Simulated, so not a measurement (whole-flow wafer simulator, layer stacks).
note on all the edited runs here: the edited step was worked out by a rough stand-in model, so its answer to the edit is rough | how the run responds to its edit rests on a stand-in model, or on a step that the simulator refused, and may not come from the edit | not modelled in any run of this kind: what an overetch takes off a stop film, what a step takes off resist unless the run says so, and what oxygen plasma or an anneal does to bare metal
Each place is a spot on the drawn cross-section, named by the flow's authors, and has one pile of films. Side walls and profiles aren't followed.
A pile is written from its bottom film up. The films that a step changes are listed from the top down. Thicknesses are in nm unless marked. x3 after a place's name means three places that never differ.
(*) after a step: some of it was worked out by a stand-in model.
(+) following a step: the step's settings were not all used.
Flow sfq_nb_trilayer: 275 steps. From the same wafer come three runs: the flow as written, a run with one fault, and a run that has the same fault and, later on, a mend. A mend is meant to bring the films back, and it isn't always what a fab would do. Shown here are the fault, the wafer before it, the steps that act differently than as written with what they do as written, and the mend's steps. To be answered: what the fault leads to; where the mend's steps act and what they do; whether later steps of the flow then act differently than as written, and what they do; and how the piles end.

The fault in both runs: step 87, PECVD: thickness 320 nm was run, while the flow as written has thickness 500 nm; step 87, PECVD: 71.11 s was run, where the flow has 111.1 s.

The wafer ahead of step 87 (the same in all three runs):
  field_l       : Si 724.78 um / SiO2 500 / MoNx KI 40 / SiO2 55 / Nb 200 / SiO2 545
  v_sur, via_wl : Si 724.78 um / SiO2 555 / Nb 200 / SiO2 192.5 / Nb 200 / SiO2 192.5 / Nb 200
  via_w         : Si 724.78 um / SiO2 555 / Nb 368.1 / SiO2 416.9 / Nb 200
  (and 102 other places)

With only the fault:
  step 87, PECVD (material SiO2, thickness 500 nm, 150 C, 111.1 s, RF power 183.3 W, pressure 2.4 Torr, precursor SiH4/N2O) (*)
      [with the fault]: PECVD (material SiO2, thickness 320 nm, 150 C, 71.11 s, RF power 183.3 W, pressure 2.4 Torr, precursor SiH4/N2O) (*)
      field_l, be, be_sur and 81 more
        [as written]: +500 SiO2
        [with the fault]: +320 SiO2
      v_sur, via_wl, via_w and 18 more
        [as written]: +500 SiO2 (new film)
        [with the fault]: +320 SiO2 (new film)
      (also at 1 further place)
  Steps further on in the flow that do not act as written (14 other steps are not shown; they differ only slightly, by no more than 2% or 0.5 nm, whichever is larger):
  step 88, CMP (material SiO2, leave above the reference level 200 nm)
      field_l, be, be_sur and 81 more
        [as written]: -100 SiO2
        [with the fault]: nothing
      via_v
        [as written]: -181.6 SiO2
        [with the fault]: nothing
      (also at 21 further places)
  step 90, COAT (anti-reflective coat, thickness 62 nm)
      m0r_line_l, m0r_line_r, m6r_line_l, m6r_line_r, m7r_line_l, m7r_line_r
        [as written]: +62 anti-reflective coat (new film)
        [with the fault]: +63.6 anti-reflective coat (new film)
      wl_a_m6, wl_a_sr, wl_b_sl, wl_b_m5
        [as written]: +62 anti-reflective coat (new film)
        [with the fault]: +60.1 anti-reflective coat (new film)
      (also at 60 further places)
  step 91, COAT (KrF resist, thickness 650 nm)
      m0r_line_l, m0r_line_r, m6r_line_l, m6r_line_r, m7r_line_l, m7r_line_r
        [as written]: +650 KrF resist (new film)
        [with the fault]: +665.7 KrF resist (new film)
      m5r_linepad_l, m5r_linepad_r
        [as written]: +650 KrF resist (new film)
        [with the fault]: +633 KrF resist (new film)
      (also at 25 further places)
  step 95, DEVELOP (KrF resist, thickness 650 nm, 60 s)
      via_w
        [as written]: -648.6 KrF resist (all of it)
        [with the fault]: -619.4 KrF resist (all of it)
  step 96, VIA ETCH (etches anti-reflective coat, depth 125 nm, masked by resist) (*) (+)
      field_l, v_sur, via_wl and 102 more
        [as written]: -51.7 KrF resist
        [with the fault]: -46.2 KrF resist
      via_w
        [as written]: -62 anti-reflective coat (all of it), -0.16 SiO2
        [with the fault]: -55.4 anti-reflective coat (all of it), -0.14 SiO2
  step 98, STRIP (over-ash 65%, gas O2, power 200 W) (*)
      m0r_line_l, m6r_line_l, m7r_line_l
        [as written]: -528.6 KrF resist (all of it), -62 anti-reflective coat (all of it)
        [with the fault]: -549.8 KrF resist (all of it), -63.6 anti-reflective coat (all of it)
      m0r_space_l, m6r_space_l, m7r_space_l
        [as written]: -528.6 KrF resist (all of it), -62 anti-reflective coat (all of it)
        [with the fault]: -543.2 KrF resist (all of it), -73.4 anti-reflective coat (all of it)
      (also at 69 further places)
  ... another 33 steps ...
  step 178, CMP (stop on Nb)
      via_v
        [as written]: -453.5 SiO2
        [with the fault]: -340.8 SiO2
  At via_v, p4_w1, p4_w2 and 7 more, the piles at the end differ from the flow's by more than 2% or 0.5 nm, whichever is larger.
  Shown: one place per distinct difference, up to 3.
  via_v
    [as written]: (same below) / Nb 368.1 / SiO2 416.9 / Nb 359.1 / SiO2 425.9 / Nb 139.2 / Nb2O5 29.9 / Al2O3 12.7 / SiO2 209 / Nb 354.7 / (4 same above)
    [with the fault]: (same below) / Nb 368.1 / SiO2 265.9 / Nb 176 / SiO2 107.3 / Nb 90.1 / SiO2 344 / Nb 104.3 / Nb2O5 36.3 / Al2O3 9.16 / SiO2 459.7 / Nb 354.7 / (4 same above)
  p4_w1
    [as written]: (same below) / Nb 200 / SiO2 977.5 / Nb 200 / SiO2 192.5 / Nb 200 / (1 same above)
    [with the fault]: (same below) / Nb 200 / SiO2 897.5 / Nb 200 / SiO2 272.5 / Nb 200 / (1 same above)

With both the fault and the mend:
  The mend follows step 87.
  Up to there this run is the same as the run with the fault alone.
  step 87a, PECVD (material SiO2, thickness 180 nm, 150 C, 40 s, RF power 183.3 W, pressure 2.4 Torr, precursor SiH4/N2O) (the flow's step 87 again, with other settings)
      field_l, v_sur, via_wl and 102 more
        +180 SiO2
      via_v
        +160.5 SiO2
  Steps further on in the flow that do not act as written:
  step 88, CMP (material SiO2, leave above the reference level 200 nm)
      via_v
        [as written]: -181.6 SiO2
        [with the mend]: -9.42 SiO2
  The piles end the same as the flow's at every place that both follow.
